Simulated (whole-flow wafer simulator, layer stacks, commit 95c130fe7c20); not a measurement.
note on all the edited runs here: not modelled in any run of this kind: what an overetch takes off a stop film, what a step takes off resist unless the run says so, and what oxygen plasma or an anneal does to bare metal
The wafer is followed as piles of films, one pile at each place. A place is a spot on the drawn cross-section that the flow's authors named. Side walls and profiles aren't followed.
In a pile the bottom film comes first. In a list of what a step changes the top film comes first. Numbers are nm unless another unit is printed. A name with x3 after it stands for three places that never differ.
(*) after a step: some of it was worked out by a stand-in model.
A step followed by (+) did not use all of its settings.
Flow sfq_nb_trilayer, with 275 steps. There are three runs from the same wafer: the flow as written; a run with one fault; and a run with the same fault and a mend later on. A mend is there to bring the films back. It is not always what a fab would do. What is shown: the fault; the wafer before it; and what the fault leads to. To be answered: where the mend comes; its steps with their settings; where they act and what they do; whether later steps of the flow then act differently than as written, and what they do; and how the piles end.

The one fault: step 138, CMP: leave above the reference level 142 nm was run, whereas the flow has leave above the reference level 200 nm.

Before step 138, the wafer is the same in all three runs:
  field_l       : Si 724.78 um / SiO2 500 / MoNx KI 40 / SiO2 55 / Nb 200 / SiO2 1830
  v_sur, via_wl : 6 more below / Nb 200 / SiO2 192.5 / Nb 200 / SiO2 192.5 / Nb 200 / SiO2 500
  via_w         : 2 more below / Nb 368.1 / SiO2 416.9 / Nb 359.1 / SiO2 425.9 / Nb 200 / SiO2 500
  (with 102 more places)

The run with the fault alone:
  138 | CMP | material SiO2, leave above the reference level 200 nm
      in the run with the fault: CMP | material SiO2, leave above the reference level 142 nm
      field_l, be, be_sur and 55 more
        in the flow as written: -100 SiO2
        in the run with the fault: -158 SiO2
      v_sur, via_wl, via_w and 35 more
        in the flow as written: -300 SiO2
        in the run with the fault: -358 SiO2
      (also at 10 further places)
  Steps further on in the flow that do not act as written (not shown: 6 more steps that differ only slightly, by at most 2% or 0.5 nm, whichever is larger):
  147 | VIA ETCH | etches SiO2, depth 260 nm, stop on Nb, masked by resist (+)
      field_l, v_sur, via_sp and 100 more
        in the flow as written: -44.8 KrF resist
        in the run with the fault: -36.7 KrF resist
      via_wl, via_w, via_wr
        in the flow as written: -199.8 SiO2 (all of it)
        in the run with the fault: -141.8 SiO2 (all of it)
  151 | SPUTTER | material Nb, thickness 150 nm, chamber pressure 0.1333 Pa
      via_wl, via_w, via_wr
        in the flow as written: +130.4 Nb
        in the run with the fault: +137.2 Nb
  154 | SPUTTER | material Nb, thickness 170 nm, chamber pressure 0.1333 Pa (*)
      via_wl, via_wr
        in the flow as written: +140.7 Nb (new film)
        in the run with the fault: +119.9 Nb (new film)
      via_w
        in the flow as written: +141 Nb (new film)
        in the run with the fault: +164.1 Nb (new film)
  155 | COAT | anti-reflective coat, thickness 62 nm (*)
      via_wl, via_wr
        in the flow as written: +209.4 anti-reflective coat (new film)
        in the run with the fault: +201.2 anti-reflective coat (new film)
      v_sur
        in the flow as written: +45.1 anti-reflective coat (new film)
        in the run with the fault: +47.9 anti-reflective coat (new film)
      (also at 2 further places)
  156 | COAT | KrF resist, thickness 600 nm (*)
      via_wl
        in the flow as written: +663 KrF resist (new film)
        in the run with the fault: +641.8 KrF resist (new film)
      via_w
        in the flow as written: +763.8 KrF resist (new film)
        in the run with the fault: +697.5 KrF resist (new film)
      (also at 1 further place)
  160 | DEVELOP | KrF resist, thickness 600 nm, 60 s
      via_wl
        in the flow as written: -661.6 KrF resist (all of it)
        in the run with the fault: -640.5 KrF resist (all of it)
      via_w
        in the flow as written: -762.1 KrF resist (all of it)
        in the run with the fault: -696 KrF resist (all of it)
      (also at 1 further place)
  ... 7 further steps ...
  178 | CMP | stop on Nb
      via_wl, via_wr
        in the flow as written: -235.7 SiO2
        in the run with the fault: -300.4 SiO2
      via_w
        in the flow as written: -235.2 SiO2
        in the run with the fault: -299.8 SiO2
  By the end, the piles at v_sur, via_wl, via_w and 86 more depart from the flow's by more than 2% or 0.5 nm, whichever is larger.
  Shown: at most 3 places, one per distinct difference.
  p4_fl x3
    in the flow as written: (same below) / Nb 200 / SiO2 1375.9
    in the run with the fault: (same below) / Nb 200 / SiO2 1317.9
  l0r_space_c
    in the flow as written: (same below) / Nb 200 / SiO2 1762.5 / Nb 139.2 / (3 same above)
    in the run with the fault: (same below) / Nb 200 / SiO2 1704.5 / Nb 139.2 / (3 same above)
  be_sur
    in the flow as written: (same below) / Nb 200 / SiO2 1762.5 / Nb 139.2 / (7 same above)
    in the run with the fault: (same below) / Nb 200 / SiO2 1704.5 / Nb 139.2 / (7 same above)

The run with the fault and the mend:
  The mend stands after step 145.
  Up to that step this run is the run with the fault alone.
  145a | STRIP | over-ash 65%, gas O2, power 200 W (*)
      field_l, v_sur, via_sp and 100 more
        -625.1 KrF resist (all of it), -62 anti-reflective coat (all of it)
      via_wl, via_w, via_wr
        -62 anti-reflective coat (all of it)
  145b | PECVD | material SiO2, thickness 58 nm, 150 C, 12.89 s, RF power 183.3 W, pressure 2.4 Torr, precursor SiH4/N2O (a further turn of the flow's step 137, with different settings)
      field_l, v_sur, via_wl and 103 more
        +58 SiO2
  145c | COAT | anti-reflective coat, thickness 62 nm (a further turn of the flow's step 140)
      field_l, v_sur, via_wl and 103 more
        +62 anti-reflective coat (new film)
  145d | COAT | KrF resist, thickness 650 nm (a further turn of the flow's step 141)
      field_l, v_sur, via_wl and 103 more
        +650 KrF resist (new film)
  145e | SOFTBAKE | KrF resist (a further turn of the flow's step 142)
      does not change any film at any place that is followed
  145f | EXPOSE | photomask I4, dose 11.93 mJ/cm2, NA 0.6, wavelength 248 nm (*) (a further turn of the flow's step 143)
      does not change any film at any place that is followed
  145g | PEB | KrF resist, 90 s (a further turn of the flow's step 144)
      field_l, v_sur, via_wl and 103 more
        -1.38 KrF resist
  145h | DEVELOP | KrF resist, thickness 650 nm, 60 s (a further turn of the flow's step 145)
      field_l, v_sur, via_sp and 100 more
        -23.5 KrF resist
      via_wl, via_w, via_wr
        -648.6 KrF resist (all of it)
  None of the later steps of the flow differs from how it acts as written, at any place that is followed, by more than 2% or 0.5 nm, whichever is larger.
  When the end is reached, the piles differ only a little from the flow's at the places that both follow, at most by 2% or 0.5 nm, whichever is larger.
